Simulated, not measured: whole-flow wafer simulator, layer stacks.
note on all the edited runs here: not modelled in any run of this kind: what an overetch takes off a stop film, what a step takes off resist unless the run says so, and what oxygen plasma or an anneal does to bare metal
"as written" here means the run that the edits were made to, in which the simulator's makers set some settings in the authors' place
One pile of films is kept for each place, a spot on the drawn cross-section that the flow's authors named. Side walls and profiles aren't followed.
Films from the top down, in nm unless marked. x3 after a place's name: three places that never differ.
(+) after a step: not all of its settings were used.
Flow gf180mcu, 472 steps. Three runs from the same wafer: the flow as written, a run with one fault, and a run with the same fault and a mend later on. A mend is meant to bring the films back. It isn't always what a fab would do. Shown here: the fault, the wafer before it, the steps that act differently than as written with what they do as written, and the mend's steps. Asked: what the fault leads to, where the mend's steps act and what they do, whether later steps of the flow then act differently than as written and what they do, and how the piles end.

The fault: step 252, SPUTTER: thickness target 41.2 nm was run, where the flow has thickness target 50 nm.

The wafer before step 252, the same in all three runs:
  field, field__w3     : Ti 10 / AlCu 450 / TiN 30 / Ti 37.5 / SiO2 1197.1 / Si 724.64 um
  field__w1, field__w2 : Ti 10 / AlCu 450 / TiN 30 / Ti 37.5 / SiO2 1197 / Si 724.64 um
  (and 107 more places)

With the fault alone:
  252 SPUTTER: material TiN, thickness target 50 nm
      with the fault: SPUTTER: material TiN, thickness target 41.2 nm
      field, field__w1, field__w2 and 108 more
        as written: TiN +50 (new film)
        with the fault: TiN +41.2 (new film)
  Later steps of the flow that act differently than as written (5 more steps differ only slightly, by at most 2% or 0.5 nm, whichever is larger, and aren't shown):
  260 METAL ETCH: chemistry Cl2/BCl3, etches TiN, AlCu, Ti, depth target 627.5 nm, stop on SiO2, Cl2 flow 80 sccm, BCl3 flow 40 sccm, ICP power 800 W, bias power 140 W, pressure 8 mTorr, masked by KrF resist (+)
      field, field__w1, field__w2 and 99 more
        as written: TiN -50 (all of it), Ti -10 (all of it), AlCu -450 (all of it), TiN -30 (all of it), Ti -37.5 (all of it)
        with the fault: TiN -41.2 (all of it), Ti -10 (all of it), AlCu -450 (all of it), TiN -30 (all of it), Ti -37.5 (all of it)
  At the end the piles differ from the flow's by more than 2% or 0.5 nm, whichever is larger, at field__w8, contact, m1 and 6 more.
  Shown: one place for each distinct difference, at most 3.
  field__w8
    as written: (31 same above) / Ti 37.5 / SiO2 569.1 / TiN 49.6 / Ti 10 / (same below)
    with the fault: (31 same above) / Ti 37.5 / SiO2 577.9 / TiN 40.8 / Ti 10 / (same below)
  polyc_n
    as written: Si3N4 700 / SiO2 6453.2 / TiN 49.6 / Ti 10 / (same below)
    with the fault: Si3N4 700 / SiO2 6462 / TiN 40.8 / Ti 10 / (same below)
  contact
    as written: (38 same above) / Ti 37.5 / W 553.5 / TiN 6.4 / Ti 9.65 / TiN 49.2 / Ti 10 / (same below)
    with the fault: (38 same above) / Ti 37.5 / W 562.4 / TiN 6.37 / Ti 9.6 / TiN 40.4 / Ti 10 / (same below)

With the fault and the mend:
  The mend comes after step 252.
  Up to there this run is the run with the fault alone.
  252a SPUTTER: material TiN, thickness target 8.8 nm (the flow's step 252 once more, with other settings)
      field, field__w1, field__w2 and 108 more
        TiN +8.8
  No later step of the flow acts differently than as written at any place that is followed.
  At the end the piles are the same as the flow's at every place that both follow.
